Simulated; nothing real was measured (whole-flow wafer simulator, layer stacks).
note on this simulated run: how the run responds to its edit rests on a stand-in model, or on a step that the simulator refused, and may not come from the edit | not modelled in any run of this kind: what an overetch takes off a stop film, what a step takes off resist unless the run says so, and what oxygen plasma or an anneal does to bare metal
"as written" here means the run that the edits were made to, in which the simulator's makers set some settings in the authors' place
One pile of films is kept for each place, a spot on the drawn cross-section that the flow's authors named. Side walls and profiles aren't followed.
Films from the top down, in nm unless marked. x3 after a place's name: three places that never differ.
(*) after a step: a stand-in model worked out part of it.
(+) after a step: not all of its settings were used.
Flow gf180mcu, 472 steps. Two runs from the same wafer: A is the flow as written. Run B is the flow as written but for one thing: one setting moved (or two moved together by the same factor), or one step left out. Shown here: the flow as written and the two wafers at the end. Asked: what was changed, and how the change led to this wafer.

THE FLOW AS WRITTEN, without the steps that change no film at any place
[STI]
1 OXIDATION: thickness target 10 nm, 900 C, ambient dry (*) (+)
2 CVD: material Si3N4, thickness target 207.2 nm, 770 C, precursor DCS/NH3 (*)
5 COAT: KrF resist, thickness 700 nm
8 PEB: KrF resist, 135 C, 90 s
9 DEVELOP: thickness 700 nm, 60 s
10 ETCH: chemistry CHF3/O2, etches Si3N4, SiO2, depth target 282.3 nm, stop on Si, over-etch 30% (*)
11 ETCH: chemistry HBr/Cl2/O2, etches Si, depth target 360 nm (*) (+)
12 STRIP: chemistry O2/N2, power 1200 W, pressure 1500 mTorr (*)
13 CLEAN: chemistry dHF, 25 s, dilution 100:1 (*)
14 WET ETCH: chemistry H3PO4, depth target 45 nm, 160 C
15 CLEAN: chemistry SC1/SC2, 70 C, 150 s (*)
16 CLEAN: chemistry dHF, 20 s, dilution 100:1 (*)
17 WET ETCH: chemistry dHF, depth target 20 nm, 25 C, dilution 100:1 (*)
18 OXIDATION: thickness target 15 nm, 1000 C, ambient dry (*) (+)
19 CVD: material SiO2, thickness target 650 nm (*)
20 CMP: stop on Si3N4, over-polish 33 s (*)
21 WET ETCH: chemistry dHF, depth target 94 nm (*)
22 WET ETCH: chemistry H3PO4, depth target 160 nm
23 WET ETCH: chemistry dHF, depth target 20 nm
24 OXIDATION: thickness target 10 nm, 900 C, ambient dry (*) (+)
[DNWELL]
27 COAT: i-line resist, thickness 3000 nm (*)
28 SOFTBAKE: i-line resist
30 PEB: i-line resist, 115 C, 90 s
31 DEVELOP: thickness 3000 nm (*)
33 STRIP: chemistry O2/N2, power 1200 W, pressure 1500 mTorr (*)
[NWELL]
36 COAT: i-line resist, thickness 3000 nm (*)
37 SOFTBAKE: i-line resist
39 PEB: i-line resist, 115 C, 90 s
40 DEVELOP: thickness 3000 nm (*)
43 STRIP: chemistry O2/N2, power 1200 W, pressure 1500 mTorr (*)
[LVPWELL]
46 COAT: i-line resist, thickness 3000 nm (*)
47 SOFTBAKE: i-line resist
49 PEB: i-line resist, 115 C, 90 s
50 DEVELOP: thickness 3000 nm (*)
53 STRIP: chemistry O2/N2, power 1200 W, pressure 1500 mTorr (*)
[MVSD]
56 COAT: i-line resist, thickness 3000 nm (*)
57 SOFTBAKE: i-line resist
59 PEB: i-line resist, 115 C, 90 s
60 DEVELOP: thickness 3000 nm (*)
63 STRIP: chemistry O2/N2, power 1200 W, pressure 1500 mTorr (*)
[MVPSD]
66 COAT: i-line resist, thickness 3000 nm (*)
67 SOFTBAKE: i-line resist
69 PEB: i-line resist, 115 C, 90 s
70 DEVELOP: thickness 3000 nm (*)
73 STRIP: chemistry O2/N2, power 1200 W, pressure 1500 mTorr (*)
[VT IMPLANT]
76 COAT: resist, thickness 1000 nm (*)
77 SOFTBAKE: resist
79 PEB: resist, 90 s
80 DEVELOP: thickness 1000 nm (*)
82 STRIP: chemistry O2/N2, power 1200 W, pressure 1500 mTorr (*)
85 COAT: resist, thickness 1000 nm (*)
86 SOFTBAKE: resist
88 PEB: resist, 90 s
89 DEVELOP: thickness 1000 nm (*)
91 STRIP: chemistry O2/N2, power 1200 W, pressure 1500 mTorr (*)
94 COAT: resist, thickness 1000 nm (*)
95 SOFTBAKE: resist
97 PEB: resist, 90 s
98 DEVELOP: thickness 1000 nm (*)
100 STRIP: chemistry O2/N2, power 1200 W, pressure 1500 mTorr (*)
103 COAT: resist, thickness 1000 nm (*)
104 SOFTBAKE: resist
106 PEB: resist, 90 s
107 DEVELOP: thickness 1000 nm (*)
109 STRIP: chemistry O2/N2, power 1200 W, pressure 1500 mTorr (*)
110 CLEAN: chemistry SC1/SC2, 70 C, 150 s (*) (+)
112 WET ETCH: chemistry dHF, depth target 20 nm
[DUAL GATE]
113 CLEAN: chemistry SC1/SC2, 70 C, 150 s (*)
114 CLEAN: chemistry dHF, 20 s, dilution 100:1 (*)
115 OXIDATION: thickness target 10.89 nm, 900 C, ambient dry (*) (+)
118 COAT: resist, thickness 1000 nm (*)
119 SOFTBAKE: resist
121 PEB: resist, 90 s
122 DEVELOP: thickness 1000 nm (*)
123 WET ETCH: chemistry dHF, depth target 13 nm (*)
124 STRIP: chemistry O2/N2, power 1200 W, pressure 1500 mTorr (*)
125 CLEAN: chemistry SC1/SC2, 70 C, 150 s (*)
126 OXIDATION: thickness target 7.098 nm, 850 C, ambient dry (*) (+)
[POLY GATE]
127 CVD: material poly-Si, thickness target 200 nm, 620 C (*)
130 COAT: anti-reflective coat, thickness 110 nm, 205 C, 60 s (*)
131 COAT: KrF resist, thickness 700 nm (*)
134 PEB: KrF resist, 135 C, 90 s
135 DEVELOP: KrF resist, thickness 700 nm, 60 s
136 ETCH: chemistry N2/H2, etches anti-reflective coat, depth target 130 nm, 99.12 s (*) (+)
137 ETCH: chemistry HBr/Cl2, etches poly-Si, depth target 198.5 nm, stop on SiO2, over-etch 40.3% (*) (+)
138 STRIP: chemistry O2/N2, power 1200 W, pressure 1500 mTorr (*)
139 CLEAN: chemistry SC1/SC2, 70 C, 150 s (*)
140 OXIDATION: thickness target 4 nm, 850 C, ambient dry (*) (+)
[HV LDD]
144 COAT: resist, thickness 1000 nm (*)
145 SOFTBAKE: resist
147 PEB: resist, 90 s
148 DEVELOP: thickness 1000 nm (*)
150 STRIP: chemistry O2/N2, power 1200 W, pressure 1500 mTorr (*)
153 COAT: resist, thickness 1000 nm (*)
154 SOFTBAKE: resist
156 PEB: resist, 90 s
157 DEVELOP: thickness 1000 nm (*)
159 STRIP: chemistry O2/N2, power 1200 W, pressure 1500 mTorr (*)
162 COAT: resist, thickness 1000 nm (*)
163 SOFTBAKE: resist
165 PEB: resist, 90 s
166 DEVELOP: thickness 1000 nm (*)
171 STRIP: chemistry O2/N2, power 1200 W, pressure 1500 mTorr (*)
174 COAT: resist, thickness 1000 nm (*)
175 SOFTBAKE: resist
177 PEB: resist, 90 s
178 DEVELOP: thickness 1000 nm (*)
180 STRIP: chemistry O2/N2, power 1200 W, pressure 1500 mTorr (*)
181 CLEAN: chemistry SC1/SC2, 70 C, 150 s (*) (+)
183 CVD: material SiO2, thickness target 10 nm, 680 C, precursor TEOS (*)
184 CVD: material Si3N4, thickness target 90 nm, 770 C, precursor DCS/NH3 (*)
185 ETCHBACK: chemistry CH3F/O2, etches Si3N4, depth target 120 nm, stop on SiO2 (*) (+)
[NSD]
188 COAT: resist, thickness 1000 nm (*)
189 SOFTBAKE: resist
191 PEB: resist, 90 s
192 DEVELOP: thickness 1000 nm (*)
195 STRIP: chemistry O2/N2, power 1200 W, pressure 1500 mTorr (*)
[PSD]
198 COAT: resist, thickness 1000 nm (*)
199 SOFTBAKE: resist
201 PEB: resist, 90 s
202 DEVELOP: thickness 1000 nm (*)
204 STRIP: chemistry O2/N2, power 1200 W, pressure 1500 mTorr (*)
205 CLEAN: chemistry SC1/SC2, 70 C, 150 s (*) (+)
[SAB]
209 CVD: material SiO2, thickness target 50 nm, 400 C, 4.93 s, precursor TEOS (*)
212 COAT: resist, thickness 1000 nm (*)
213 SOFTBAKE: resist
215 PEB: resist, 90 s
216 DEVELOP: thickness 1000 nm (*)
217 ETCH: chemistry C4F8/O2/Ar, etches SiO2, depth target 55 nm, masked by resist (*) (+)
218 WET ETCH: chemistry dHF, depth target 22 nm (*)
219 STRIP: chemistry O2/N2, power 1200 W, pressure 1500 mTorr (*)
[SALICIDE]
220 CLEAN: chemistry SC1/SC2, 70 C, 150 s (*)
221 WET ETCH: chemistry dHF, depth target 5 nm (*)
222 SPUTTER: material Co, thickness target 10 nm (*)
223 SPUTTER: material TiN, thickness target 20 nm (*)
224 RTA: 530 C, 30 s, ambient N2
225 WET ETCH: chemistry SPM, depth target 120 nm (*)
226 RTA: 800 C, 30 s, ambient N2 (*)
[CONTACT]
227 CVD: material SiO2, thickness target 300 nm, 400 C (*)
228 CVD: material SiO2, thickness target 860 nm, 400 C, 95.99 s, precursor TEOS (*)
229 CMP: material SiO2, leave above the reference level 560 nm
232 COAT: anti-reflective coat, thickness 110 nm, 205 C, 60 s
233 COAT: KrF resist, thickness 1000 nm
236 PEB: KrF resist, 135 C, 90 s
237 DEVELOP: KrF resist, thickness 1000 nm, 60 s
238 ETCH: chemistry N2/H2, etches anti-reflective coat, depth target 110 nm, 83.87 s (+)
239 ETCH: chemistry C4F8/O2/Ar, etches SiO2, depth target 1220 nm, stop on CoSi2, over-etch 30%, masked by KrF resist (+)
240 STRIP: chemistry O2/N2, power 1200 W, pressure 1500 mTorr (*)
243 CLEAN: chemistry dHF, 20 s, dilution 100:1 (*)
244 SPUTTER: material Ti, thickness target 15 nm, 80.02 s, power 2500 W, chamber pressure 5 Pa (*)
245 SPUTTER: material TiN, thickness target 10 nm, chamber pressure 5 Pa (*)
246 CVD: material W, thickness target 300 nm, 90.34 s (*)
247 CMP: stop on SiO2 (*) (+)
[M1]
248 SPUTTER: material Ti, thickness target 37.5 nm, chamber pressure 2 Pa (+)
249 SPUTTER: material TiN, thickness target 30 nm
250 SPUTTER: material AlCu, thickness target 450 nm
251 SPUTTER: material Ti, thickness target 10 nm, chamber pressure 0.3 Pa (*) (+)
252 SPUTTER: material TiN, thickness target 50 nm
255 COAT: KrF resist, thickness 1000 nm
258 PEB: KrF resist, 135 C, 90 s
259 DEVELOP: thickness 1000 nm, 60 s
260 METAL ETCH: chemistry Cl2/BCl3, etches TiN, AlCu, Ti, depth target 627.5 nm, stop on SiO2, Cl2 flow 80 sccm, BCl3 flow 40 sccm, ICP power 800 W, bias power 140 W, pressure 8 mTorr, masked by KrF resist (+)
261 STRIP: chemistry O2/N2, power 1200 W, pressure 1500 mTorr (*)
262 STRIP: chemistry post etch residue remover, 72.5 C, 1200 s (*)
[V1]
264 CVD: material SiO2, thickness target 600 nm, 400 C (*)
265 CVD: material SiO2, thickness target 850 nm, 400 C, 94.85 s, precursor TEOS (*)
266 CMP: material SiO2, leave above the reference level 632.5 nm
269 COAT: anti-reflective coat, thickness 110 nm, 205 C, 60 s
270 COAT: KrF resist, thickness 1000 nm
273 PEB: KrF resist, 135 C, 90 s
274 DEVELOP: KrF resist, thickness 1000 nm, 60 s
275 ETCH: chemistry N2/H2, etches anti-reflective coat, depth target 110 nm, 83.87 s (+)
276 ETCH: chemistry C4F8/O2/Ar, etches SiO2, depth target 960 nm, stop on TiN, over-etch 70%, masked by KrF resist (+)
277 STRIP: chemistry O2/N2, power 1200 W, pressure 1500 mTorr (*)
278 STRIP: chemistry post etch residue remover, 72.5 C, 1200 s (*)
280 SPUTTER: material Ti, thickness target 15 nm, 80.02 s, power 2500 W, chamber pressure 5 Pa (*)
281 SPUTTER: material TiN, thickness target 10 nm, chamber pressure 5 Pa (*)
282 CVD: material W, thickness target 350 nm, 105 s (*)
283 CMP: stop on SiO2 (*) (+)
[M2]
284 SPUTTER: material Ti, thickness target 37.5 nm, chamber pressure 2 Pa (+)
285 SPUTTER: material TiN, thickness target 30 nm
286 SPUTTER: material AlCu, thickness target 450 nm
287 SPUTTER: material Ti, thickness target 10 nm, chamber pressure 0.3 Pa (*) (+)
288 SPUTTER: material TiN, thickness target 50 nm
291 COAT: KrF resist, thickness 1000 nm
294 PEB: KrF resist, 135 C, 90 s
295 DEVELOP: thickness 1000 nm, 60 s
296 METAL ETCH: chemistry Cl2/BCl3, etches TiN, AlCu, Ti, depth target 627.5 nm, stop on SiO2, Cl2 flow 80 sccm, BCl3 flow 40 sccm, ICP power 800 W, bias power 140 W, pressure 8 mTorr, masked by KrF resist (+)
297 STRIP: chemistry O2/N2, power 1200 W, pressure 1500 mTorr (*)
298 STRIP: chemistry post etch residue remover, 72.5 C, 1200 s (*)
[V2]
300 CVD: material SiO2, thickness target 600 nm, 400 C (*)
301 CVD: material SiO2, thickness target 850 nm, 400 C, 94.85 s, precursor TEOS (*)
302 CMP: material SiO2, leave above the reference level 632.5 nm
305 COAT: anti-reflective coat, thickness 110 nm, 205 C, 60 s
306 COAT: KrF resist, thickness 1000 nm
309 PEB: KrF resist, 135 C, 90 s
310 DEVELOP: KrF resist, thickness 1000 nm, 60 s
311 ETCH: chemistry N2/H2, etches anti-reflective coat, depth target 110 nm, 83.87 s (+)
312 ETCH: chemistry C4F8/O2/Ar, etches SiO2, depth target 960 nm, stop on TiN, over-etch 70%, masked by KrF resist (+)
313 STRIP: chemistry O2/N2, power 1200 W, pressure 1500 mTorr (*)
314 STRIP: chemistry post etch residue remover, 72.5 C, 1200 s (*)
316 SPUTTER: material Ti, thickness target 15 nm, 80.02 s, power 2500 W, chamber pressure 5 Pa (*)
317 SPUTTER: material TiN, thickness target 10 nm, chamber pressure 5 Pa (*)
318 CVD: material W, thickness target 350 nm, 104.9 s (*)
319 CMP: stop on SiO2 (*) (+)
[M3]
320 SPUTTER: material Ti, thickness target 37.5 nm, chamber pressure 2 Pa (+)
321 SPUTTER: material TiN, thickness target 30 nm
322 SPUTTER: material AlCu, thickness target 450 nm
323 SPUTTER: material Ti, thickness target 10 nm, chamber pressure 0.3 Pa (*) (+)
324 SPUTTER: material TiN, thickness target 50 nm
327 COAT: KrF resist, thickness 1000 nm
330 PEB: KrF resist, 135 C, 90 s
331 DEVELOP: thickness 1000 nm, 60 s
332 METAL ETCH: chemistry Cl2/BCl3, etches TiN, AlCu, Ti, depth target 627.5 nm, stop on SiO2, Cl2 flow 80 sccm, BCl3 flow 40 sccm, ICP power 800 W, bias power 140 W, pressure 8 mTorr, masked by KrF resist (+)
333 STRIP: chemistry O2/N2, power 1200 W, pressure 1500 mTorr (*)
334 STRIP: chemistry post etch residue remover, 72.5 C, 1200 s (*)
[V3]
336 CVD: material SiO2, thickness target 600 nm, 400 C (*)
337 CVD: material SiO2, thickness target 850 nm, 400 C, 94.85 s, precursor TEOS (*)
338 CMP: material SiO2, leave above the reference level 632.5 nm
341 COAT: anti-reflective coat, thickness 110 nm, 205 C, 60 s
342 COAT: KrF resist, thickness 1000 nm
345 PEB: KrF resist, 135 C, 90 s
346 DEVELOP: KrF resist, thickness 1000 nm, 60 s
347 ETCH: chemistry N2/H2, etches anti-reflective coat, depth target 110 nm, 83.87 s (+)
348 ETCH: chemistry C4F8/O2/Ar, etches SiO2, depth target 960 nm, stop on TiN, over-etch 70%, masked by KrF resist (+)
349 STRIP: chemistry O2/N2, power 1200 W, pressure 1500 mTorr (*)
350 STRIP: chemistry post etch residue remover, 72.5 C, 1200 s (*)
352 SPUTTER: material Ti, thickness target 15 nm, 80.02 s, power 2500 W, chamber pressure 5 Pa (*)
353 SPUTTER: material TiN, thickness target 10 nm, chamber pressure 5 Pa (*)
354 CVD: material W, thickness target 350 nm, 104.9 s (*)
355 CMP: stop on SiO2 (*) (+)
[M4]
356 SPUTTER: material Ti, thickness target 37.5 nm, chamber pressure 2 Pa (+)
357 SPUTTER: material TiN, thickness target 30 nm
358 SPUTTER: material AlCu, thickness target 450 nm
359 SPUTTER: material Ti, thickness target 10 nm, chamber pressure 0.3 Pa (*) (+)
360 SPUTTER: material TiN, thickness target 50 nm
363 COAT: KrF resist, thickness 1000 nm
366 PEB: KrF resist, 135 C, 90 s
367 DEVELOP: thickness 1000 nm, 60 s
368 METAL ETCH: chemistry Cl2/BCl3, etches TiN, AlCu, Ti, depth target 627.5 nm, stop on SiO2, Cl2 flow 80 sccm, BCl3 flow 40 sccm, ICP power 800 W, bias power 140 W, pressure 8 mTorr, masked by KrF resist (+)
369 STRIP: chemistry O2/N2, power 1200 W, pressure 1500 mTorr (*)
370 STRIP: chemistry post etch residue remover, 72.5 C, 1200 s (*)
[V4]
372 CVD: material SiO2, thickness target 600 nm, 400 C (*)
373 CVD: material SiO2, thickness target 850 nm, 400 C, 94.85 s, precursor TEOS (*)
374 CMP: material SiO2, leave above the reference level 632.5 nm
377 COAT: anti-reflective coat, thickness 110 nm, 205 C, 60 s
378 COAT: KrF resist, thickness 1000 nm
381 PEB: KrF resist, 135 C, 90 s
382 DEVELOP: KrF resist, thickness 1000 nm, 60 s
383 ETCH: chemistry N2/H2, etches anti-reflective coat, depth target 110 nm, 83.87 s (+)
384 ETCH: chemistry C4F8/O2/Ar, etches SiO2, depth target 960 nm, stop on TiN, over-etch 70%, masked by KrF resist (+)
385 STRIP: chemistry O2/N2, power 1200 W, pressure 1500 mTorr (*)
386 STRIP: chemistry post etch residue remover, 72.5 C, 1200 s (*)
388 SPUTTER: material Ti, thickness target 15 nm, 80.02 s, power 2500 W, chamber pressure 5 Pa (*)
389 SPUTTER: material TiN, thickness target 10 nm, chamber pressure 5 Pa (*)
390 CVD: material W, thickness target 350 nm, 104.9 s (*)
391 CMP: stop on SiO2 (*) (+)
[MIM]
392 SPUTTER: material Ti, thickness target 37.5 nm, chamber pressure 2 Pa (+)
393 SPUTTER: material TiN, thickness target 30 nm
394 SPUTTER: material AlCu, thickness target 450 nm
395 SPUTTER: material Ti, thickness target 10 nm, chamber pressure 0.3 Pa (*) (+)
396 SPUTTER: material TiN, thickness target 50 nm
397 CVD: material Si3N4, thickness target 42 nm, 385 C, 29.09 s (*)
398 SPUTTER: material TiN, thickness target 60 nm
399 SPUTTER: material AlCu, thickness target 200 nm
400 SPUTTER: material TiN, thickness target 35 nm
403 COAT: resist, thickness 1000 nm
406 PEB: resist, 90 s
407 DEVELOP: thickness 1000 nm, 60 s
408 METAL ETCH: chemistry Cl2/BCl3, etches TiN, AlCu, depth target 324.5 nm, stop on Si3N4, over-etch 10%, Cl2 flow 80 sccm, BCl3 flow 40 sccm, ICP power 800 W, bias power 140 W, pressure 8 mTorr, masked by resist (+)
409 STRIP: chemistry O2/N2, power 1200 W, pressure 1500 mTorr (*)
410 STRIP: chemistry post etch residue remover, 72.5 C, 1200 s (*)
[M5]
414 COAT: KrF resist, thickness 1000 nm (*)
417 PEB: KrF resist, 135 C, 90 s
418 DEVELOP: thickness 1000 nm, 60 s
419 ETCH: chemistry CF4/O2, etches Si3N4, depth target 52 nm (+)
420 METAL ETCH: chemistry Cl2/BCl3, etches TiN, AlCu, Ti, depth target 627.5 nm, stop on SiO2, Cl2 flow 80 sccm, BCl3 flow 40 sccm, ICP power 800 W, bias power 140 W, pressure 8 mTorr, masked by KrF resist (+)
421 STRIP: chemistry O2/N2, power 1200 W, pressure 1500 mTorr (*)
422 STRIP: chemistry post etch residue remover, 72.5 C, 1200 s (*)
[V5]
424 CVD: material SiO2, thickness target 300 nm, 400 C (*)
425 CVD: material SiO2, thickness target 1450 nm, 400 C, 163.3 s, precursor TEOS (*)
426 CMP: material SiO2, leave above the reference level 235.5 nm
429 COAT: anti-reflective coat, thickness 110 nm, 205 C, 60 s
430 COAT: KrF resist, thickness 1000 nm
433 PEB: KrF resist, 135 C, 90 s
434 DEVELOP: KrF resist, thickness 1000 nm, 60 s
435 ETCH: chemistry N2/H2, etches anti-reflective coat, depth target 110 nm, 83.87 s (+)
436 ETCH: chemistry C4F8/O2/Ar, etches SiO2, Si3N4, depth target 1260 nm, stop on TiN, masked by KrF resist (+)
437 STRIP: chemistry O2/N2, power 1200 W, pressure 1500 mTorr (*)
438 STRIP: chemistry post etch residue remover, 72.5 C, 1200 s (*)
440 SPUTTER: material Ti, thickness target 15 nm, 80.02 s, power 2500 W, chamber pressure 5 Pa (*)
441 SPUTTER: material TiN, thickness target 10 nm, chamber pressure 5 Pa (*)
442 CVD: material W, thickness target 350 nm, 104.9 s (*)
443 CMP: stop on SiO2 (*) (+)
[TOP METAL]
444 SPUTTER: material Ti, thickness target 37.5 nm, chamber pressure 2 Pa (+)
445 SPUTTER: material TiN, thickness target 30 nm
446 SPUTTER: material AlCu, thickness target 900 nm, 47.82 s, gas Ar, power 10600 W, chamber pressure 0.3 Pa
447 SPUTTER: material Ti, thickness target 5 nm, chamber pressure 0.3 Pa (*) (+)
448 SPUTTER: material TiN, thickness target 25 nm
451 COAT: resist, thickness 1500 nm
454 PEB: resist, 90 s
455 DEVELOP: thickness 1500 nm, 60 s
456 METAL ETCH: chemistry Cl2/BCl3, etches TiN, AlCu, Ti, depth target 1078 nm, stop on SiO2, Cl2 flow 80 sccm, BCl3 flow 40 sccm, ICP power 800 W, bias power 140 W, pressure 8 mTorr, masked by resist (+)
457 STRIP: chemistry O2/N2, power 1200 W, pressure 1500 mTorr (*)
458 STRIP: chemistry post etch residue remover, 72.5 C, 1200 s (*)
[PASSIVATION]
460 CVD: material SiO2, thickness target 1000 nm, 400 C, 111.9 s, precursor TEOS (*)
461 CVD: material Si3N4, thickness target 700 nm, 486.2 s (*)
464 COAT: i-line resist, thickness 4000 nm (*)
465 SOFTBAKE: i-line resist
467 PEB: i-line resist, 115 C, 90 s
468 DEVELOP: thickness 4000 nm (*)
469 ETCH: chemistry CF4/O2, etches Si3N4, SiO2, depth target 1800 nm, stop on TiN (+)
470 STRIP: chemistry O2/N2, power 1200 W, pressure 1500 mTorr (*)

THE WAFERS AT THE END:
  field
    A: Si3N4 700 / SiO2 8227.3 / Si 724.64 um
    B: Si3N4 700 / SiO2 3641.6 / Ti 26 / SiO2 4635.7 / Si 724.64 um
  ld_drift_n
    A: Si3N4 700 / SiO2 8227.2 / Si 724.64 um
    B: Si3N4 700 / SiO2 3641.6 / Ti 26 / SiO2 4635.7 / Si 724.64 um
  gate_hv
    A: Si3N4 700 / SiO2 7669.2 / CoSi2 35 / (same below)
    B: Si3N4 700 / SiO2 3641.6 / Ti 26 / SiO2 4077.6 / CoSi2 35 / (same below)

The cause: step 358, SPUTTER: thickness target 526 nm was run, where the flow has thickness target 450 nm.

How the change led to this, step by step:
  358 SPUTTER: material AlCu, thickness target 450 nm
      field, field__w1, field__w2 and 108 more: A AlCu +450 (new film) | B AlCu +526 (new film)
  368 METAL ETCH: chemistry Cl2/BCl3, etches TiN, AlCu, Ti, depth target 627.5 nm, stop on SiO2, Cl2 flow 80 sccm, BCl3 flow 40 sccm, ICP power 800 W, bias power 140 W, pressure 8 mTorr, masked by KrF resist (+)
      field, field__w1, field__w2 and 103 more: A TiN -50 (all of it), Ti -10 (all of it), AlCu -450 (all of it), TiN -30 (all of it), Ti -37.5 (all of it) | B TiN -50 (all of it), Ti -10 (all of it), AlCu -526 (all of it), TiN -30 (all of it), Ti -11.5
  372 CVD: material SiO2, thickness target 600 nm, 400 C (*)
      field, field__w1, field__w2 and 103 more: A SiO2 +600 | B SiO2 +600 (new film)
  374 CMP: material SiO2, leave above the reference level 632.5 nm
      field, field__w1, field__w2 and 103 more: A SiO2 -300 | B SiO2 -250
Counting metal films that touch as one body, field has 1 body; the flow as written gives 0 bodies.
Counting metal films that touch as one body, ld_drift_n has 1 body; the flow as written gives 0 bodies.
Counting metal films that touch as one body, gate_hv has 2 bodies (between them, from the top down: SiO2 4077.6); the flow as written gives 1 body.
